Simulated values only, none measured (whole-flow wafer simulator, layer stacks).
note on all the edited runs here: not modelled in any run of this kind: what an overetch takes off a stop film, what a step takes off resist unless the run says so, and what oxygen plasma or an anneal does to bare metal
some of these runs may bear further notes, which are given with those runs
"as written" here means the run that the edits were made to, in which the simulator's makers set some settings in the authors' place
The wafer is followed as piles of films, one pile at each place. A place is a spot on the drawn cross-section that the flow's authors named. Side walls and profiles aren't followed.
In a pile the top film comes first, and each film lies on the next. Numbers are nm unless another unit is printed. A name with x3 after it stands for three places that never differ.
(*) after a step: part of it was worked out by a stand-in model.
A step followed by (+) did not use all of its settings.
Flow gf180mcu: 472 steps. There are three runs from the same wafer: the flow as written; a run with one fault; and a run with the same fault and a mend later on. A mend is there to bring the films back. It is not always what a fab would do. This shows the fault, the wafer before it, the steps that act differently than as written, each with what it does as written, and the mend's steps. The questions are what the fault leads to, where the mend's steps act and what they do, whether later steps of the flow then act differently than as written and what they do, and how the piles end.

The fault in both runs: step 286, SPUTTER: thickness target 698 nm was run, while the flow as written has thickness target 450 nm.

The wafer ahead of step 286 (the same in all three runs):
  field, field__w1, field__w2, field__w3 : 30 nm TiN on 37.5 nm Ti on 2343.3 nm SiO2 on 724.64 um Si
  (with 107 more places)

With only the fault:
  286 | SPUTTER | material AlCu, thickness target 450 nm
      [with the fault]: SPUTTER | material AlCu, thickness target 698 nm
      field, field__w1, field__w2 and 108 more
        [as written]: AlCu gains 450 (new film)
        [with the fault]: AlCu gains 698 (new film)
  Steps later in the flow that act otherwise than as written:
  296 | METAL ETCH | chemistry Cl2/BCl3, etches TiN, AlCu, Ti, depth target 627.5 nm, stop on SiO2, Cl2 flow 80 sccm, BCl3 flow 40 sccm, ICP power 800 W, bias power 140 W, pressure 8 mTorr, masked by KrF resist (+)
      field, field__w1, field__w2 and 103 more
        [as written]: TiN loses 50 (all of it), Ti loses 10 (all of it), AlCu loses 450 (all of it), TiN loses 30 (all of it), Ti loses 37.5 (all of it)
        [with the fault]: TiN loses 50 (all of it), Ti loses 10 (all of it), AlCu loses 567.5
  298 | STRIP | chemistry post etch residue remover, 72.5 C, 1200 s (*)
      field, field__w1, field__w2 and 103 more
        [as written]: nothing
        [with the fault]: AlCu loses 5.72
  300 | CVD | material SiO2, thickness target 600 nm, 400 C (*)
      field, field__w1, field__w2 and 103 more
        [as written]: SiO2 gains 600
        [with the fault]: SiO2 gains 600 (new film)
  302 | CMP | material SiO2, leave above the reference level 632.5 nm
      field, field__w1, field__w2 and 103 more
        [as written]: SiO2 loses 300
        [with the fault]: SiO2 loses 244.3
  The piles end different from the flow's at field, field__w1, field__w2 and 109 more by more than 2% or 0.5 nm, whichever is larger.
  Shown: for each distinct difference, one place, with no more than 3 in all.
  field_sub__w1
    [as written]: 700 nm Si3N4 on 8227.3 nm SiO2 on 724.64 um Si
    [with the fault]: 700 nm Si3N4 on 5939.7 nm SiO2 on 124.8 nm AlCu on 30 nm TiN on 37.5 nm Ti on 2343.2 nm SiO2 on 724.64 um Si
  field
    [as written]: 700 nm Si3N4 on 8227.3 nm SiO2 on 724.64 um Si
    [with the fault]: 700 nm Si3N4 on 5939.7 nm SiO2 on 124.8 nm AlCu on 30 nm TiN on 37.5 nm Ti on 2343.3 nm SiO2 on 724.64 um Si
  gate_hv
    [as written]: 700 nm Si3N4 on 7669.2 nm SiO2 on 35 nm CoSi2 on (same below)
    [with the fault]: 700 nm Si3N4 on 5939.7 nm SiO2 on 124.8 nm AlCu on 30 nm TiN on 37.5 nm Ti on 1785.1 nm SiO2 on 35 nm CoSi2 on (same below)

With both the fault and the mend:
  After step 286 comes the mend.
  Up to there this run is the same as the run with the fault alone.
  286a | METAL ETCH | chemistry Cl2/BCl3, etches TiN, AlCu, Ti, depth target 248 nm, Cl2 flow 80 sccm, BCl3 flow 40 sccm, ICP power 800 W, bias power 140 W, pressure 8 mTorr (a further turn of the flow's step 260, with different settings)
      field, field__w1, field__w2 and 108 more
        AlCu loses 248
  Every later step of the flow that is run acts as written at every place that is followed.
  The piles end the same as the flow's at every place that both follow.
